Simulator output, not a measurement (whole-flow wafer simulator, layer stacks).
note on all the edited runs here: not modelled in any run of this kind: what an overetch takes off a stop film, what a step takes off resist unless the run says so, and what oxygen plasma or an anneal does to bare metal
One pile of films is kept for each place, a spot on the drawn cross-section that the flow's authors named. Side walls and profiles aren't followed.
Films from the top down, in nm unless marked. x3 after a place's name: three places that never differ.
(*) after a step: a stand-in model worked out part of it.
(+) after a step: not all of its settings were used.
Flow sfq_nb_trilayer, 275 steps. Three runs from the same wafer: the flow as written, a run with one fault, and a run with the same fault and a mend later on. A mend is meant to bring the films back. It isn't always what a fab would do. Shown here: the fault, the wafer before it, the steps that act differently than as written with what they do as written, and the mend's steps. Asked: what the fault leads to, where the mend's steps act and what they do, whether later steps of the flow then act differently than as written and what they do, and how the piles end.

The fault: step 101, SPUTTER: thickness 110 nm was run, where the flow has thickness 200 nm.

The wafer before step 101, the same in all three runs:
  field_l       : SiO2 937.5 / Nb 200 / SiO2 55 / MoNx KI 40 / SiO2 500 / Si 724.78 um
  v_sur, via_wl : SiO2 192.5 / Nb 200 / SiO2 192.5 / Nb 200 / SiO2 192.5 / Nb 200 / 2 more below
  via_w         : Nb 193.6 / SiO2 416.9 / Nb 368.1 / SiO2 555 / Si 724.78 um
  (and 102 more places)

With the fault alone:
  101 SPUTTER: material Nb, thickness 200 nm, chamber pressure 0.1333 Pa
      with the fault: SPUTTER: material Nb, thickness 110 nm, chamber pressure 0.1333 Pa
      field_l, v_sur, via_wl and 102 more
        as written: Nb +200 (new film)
        with the fault: Nb +110 (new film)
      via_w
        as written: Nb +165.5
        with the fault: Nb +90.7
  Later steps of the flow that act differently than as written (4 more steps differ only slightly, by at most 2% or 0.5 nm, whichever is larger, and aren't shown):
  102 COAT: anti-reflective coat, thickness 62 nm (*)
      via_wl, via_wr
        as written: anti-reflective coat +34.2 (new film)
        with the fault: anti-reflective coat +32.8 (new film)
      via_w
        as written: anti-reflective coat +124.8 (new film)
        with the fault: anti-reflective coat +120.2 (new film)
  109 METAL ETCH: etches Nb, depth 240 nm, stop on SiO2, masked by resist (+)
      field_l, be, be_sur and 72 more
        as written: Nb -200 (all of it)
        with the fault: Nb -110 (all of it)
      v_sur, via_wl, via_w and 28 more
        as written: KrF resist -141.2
        with the fault: KrF resist -97.1
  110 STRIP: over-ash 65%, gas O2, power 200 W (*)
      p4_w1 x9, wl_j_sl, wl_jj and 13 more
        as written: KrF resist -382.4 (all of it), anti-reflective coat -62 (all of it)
        with the fault: KrF resist -426.5 (all of it), anti-reflective coat -62 (all of it)
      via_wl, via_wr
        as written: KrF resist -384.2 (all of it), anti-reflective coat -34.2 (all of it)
        with the fault: KrF resist -430.7 (all of it), anti-reflective coat -32.8 (all of it)
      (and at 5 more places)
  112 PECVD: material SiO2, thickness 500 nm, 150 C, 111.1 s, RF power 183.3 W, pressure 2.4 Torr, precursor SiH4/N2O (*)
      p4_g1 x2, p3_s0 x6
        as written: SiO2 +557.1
        with the fault: SiO2 +500
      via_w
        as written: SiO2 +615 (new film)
        with the fault: SiO2 +590 (new film)
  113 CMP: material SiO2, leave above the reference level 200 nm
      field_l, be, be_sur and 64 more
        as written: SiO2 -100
        with the fault: SiO2 -190
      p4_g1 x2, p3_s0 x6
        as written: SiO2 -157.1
        with the fault: SiO2 -190
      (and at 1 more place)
  At the end the piles differ from the flow's by more than 2% or 0.5 nm, whichever is larger, at field_l, v_sur, via_wl and 103 more.
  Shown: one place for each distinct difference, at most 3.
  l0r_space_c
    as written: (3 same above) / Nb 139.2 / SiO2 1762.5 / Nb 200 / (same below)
    with the fault: (3 same above) / Nb 139.2 / SiO2 1672.5 / Nb 200 / (same below)
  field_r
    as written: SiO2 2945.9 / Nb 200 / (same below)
    with the fault: SiO2 2855.9 / Nb 200 / (same below)
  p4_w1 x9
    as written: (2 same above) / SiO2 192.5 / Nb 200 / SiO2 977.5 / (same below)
    with the fault: (2 same above) / SiO2 192.5 / Nb 110 / SiO2 977.5 / (same below)

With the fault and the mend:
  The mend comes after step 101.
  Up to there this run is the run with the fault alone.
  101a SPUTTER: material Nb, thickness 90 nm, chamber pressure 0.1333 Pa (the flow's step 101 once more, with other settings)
      field_l, v_sur, via_wl and 102 more
        Nb +90
      via_w
        Nb +73
  No later step of the flow acts differently than as written, at any place that is followed, by more than 2% or 0.5 nm, whichever is larger.
  At the end the piles differ from the flow's only slightly at the places that both follow, by at most 2% or 0.5 nm, whichever is larger.
